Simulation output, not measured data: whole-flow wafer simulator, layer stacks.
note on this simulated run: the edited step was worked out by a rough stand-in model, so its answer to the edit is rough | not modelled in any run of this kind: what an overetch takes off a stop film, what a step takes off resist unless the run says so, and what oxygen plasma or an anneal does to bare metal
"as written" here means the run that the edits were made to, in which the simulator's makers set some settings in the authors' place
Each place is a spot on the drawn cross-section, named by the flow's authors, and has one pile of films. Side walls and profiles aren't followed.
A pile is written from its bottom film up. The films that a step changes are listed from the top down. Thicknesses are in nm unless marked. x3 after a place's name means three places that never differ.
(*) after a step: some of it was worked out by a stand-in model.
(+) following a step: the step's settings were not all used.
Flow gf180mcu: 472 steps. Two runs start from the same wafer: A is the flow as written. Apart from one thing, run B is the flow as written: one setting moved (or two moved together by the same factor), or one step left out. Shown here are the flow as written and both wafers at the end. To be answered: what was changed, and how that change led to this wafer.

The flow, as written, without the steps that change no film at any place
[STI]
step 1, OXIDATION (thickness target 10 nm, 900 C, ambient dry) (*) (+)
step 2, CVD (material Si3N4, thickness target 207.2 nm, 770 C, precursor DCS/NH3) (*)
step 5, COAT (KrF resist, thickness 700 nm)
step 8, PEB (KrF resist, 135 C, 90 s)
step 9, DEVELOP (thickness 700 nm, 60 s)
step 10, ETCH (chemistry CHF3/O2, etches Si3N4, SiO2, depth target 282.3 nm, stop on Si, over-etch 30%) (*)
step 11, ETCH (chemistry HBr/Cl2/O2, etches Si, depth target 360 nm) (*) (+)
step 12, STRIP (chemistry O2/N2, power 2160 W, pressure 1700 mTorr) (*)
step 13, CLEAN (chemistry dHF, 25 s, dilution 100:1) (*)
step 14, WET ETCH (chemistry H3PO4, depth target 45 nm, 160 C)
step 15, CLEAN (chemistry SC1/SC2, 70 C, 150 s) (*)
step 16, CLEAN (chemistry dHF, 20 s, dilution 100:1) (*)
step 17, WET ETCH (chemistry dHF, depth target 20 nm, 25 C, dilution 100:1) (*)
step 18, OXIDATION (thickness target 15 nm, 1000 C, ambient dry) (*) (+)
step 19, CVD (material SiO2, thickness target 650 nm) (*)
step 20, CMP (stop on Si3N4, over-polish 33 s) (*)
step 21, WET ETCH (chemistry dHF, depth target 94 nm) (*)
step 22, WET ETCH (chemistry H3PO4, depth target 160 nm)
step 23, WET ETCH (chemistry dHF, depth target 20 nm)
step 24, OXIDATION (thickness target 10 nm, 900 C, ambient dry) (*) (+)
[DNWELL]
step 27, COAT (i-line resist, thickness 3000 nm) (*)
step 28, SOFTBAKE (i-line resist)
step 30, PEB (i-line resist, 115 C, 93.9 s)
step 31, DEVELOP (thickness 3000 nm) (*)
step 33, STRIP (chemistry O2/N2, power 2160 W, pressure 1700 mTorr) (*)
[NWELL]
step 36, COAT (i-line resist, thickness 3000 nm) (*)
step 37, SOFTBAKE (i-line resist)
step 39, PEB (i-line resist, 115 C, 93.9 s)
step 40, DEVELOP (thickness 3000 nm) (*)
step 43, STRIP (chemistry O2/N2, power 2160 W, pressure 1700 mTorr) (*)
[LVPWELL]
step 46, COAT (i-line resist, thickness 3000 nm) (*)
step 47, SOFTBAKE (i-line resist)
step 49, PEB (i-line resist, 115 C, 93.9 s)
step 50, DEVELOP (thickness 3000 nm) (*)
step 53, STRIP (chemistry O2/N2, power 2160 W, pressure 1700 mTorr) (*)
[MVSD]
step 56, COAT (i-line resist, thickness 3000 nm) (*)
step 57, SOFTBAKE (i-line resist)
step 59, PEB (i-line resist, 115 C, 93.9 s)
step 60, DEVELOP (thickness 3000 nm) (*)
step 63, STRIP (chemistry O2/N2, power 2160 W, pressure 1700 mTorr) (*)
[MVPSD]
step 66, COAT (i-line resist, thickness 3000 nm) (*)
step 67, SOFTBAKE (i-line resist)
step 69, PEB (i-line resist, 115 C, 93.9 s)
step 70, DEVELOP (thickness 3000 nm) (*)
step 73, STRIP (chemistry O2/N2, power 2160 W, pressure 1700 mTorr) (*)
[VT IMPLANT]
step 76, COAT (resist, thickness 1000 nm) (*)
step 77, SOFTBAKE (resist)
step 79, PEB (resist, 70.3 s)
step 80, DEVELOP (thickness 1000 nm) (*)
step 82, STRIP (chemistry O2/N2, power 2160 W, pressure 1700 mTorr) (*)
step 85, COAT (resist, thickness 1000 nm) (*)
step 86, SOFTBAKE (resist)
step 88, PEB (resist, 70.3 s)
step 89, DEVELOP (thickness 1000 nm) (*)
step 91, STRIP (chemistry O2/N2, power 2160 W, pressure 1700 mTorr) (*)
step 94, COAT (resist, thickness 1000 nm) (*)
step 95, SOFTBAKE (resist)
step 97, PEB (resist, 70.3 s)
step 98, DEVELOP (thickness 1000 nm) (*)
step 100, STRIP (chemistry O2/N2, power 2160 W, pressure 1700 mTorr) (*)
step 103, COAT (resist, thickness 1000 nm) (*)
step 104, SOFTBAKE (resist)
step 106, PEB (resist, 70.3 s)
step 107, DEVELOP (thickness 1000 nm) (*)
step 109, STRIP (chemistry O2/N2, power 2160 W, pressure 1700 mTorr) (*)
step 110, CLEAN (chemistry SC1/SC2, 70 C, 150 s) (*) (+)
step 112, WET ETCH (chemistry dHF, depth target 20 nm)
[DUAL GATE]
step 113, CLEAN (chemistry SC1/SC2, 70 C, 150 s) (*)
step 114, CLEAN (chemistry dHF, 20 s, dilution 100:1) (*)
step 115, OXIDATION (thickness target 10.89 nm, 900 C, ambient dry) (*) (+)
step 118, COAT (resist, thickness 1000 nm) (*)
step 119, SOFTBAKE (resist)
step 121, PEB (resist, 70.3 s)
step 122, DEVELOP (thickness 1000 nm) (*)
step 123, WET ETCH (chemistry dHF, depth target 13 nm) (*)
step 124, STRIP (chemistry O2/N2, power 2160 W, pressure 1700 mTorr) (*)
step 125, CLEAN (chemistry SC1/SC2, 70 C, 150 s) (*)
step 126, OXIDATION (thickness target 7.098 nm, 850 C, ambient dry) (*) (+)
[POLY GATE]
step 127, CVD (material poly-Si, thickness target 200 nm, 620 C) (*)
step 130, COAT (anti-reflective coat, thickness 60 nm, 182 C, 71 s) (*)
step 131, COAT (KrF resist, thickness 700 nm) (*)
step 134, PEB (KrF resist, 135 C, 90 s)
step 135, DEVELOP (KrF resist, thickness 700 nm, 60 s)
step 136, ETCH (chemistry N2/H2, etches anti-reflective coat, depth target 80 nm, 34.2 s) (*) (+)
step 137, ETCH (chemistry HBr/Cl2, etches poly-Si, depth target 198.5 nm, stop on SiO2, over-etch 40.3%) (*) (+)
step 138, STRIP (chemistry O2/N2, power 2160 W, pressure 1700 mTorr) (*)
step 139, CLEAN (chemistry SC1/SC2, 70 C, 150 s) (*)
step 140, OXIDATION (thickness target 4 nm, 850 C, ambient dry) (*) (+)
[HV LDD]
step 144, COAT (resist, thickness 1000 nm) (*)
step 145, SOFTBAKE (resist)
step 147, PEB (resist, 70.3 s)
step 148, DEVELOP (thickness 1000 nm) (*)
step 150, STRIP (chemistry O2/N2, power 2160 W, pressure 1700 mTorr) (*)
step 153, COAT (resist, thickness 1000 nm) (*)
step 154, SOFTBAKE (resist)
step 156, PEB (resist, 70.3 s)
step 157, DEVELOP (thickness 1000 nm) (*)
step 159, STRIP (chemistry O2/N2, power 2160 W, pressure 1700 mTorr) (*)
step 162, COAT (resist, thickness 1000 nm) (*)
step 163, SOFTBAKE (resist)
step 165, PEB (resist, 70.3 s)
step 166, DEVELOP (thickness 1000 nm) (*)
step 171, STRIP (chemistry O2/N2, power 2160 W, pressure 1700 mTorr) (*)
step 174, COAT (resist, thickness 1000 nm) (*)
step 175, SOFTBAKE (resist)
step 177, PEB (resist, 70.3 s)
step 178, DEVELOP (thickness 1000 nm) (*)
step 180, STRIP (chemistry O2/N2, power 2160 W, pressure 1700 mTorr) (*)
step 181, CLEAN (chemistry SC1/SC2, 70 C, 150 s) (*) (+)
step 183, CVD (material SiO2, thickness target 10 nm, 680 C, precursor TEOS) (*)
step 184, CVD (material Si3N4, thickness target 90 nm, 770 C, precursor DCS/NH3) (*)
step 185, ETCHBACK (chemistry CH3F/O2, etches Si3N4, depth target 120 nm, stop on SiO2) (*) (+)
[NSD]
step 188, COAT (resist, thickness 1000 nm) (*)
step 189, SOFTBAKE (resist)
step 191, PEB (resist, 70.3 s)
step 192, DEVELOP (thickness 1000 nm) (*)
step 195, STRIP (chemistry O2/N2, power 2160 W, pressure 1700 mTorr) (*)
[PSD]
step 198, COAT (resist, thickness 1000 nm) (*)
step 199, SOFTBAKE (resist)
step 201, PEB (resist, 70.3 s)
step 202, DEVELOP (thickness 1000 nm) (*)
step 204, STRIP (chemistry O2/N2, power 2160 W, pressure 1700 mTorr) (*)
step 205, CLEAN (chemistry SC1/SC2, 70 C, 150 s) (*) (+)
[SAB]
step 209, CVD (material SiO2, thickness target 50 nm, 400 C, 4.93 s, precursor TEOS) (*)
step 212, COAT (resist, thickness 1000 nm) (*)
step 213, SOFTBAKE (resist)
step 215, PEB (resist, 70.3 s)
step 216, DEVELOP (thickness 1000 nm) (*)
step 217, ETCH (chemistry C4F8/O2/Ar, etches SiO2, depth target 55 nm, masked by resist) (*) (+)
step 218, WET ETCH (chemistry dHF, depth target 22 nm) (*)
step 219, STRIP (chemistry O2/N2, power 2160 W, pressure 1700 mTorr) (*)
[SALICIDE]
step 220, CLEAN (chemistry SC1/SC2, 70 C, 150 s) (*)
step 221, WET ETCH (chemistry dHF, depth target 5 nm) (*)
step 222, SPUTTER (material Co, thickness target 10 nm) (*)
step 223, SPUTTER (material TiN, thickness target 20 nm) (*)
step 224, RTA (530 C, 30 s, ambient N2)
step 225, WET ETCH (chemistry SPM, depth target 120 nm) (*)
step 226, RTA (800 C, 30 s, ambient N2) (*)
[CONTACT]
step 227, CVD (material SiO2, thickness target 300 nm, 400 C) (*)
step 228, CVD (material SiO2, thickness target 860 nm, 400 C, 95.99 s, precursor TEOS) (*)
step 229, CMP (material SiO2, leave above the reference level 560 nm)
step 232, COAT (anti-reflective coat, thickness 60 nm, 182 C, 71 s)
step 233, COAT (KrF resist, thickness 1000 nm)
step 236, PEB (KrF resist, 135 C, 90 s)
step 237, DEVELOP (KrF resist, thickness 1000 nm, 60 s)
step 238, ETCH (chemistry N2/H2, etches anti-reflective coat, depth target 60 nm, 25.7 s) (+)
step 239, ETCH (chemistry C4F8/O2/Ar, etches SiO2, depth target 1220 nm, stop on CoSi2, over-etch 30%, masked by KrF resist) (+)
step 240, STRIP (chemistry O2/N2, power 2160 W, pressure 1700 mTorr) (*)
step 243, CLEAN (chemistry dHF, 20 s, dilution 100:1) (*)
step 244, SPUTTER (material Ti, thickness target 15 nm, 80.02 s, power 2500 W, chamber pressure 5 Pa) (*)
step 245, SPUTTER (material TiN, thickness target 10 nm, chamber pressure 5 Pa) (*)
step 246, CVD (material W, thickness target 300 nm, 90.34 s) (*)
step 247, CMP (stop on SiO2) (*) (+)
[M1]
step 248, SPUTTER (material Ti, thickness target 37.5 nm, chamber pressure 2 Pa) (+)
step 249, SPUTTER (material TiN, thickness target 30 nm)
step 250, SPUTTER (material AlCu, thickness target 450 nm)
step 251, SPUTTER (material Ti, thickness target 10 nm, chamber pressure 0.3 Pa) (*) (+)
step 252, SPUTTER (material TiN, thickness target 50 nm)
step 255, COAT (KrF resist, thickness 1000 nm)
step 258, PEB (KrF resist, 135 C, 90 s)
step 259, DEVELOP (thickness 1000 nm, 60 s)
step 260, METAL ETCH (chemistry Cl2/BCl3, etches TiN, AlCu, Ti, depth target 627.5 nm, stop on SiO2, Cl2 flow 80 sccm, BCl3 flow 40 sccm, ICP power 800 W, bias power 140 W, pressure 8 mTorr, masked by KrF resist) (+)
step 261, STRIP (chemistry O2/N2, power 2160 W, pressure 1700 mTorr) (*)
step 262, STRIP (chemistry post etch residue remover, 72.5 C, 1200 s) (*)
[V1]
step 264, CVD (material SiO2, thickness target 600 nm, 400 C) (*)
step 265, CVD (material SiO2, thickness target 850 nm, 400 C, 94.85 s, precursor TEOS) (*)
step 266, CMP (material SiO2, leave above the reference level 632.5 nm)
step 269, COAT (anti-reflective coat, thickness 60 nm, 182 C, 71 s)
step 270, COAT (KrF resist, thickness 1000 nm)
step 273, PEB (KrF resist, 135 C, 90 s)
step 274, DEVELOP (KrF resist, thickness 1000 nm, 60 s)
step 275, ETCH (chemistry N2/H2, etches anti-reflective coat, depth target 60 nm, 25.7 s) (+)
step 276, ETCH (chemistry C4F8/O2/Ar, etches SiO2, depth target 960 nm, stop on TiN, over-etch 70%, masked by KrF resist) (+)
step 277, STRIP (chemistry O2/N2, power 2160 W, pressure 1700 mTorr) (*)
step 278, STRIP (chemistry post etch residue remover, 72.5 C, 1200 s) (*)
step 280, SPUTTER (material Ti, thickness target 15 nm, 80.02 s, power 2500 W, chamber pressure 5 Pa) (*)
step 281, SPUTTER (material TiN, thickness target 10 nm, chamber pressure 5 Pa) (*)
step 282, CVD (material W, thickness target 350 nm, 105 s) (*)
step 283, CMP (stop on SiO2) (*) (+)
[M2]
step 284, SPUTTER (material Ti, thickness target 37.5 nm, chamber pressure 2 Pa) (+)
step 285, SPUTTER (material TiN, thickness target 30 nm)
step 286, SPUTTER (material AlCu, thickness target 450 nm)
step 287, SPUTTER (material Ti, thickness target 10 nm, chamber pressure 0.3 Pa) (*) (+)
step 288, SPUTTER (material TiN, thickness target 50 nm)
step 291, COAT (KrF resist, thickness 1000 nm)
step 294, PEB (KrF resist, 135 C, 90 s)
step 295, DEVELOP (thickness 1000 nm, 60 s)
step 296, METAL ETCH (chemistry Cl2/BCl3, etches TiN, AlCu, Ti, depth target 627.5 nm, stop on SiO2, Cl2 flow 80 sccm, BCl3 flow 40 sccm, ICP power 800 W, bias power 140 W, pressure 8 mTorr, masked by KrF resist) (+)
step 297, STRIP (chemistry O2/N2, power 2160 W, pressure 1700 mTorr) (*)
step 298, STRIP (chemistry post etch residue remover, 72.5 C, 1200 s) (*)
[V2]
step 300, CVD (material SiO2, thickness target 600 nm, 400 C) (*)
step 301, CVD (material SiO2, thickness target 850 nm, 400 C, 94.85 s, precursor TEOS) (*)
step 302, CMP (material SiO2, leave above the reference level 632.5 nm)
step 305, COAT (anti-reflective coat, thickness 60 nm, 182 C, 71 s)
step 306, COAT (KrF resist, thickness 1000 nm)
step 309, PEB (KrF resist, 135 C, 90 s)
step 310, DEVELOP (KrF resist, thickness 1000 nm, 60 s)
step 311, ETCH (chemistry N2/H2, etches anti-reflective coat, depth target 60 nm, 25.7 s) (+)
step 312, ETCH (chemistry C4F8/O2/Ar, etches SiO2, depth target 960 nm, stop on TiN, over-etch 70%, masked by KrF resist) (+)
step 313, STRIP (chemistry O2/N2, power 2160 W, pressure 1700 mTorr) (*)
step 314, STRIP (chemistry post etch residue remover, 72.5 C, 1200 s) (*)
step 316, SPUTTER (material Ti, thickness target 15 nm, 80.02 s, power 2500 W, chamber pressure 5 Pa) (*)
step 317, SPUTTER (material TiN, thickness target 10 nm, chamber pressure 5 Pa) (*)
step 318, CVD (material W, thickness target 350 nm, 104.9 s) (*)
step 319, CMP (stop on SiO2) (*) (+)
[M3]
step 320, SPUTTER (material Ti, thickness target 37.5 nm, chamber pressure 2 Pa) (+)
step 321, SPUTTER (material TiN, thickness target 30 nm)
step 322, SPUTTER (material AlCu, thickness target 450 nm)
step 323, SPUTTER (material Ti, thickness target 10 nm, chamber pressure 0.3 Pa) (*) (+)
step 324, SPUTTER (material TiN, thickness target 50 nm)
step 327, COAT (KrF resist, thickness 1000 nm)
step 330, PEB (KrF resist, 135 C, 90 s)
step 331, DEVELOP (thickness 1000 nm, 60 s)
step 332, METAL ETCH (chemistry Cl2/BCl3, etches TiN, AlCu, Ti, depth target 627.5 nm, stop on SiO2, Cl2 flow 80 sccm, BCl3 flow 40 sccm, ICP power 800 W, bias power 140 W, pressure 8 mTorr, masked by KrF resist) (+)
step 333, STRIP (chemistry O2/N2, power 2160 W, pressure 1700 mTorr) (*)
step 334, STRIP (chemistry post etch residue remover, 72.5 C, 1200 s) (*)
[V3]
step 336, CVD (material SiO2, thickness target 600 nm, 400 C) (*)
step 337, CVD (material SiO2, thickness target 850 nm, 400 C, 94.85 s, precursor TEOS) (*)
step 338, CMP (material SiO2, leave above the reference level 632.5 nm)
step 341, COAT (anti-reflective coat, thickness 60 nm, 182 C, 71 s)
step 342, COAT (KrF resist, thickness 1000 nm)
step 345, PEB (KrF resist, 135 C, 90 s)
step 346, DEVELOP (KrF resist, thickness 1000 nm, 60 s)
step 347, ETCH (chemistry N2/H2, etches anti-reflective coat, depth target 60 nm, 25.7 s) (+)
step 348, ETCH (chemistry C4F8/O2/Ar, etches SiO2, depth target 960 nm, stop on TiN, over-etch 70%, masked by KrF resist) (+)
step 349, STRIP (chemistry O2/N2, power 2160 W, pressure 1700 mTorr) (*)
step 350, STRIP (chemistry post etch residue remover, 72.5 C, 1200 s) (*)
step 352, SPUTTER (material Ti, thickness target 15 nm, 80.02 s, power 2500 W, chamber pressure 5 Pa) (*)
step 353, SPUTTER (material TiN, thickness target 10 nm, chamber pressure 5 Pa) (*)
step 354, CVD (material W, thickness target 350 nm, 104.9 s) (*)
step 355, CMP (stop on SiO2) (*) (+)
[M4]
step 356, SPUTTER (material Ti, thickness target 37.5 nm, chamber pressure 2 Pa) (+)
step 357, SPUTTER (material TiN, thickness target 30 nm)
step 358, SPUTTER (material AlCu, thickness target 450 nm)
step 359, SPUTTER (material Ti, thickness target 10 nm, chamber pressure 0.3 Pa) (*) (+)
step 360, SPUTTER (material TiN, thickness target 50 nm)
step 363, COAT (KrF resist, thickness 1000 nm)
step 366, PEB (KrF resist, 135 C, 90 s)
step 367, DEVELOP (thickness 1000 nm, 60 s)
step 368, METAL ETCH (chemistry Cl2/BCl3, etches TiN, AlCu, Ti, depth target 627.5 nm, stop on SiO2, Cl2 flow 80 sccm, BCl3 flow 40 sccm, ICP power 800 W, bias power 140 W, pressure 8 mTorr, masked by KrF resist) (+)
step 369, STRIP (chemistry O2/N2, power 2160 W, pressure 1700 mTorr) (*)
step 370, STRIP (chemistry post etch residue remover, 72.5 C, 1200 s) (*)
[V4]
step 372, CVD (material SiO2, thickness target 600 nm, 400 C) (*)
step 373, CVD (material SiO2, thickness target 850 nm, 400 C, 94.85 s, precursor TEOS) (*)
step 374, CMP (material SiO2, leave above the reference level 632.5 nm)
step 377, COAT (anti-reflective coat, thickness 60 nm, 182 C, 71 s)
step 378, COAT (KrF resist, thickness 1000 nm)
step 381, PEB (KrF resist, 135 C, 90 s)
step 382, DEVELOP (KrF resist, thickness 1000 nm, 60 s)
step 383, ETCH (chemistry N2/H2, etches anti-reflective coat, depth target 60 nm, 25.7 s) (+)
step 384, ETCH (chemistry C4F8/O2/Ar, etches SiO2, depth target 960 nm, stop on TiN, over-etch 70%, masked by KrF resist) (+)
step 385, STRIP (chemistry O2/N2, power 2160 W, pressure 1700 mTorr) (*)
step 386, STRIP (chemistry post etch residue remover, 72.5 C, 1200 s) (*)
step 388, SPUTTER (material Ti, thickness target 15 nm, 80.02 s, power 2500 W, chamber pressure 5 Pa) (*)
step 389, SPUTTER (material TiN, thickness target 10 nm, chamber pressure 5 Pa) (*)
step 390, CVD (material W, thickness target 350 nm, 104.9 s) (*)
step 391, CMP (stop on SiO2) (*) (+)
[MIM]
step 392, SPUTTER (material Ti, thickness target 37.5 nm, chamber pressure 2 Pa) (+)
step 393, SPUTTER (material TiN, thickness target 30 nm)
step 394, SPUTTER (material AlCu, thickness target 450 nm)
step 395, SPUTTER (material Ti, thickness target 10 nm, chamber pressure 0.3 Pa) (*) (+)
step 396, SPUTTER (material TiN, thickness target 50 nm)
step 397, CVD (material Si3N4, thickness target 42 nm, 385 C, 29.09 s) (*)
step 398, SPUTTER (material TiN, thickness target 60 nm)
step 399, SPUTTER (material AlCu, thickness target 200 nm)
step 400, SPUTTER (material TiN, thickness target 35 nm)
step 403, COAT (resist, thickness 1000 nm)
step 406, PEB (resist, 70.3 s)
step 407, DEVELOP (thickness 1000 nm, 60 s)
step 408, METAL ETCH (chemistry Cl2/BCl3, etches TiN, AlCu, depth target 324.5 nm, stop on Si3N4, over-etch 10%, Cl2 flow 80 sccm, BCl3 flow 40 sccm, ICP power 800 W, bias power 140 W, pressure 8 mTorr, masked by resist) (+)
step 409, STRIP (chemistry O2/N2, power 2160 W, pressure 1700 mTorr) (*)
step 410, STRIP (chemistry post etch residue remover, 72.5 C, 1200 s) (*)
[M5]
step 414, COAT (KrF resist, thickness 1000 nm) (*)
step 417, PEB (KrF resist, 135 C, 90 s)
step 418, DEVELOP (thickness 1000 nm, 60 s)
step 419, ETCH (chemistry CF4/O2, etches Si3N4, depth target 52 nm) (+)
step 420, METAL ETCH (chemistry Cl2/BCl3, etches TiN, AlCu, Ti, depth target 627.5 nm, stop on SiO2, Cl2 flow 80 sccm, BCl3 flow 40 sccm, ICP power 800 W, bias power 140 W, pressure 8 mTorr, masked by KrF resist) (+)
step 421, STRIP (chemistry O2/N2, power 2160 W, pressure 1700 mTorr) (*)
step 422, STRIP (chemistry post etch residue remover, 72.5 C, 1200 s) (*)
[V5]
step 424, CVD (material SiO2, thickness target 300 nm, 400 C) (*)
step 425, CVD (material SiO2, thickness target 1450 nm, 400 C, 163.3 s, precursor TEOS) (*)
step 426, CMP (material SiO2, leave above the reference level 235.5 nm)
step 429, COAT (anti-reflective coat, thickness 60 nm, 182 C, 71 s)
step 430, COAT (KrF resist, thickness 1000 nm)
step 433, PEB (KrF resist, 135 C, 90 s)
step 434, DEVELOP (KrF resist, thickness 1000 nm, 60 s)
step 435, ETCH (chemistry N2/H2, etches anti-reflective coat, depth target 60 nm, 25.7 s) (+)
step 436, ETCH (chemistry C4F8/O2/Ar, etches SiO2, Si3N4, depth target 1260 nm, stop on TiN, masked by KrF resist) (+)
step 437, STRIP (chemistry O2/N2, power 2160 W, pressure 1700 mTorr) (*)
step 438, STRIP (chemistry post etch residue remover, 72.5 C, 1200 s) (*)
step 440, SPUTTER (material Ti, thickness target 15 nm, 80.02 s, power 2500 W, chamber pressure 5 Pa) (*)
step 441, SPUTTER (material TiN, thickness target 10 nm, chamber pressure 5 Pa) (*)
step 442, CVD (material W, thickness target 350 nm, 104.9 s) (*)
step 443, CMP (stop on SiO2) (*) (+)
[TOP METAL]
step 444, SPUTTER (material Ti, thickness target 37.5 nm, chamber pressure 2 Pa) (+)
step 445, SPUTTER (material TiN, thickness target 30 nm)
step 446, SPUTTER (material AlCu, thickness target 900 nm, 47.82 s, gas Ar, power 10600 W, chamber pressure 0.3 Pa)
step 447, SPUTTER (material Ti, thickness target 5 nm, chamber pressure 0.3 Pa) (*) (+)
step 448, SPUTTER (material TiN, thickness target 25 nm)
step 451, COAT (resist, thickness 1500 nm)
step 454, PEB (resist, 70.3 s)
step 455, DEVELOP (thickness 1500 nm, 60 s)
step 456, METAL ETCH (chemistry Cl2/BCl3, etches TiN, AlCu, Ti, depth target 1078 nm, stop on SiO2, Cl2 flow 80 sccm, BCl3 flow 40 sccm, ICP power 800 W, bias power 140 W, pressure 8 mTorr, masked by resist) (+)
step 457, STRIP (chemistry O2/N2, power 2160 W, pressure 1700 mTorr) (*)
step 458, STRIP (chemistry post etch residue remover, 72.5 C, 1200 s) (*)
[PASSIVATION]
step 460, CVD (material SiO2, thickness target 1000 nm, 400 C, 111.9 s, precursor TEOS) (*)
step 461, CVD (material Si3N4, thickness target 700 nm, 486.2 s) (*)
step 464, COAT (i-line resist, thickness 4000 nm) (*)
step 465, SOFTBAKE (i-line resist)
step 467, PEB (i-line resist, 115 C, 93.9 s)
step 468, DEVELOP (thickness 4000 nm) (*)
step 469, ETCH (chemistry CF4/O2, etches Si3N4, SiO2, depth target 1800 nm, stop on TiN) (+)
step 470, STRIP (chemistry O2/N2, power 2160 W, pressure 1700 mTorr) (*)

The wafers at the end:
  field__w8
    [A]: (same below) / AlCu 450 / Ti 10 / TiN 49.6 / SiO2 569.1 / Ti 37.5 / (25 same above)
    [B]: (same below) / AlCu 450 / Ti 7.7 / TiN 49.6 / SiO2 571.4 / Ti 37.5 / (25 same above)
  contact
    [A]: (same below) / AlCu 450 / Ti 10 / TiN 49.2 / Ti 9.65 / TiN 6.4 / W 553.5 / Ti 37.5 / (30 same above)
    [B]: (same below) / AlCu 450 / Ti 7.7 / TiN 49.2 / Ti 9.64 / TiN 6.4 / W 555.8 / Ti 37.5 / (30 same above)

The reason: step 287, SPUTTER: thickness target 7.7 nm was run, though the flow has thickness target 10 nm.
The wafer lets one read it off: field__w8 has Ti 7.7, and step 287 as written asks for 10 nm.

How this came from the change, step by step:
  step 287, SPUTTER (material Ti, thickness target 10 nm, chamber pressure 0.3 Pa) (*) (+)
      field, field__w1, field__w2 and 108 more: A +10 Ti (new film) | B +7.7 Ti (new film)
  step 296, METAL ETCH (chemistry Cl2/BCl3, etches TiN, AlCu, Ti, depth target 627.5 nm, stop on SiO2, Cl2 flow 80 sccm, BCl3 flow 40 sccm, ICP power 800 W, bias power 140 W, pressure 8 mTorr, masked by KrF resist) (+)
      field, field__w1, field__w2 and 103 more: A -50 TiN (all of it), -10 Ti (all of it), -450 AlCu (all of it), -30 TiN (all of it), -37.5 Ti (all of it) | B -50 TiN (all of it), -7.7 Ti (all of it), -450 AlCu (all of it), -30 TiN (all of it), -37.5 Ti (all of it)
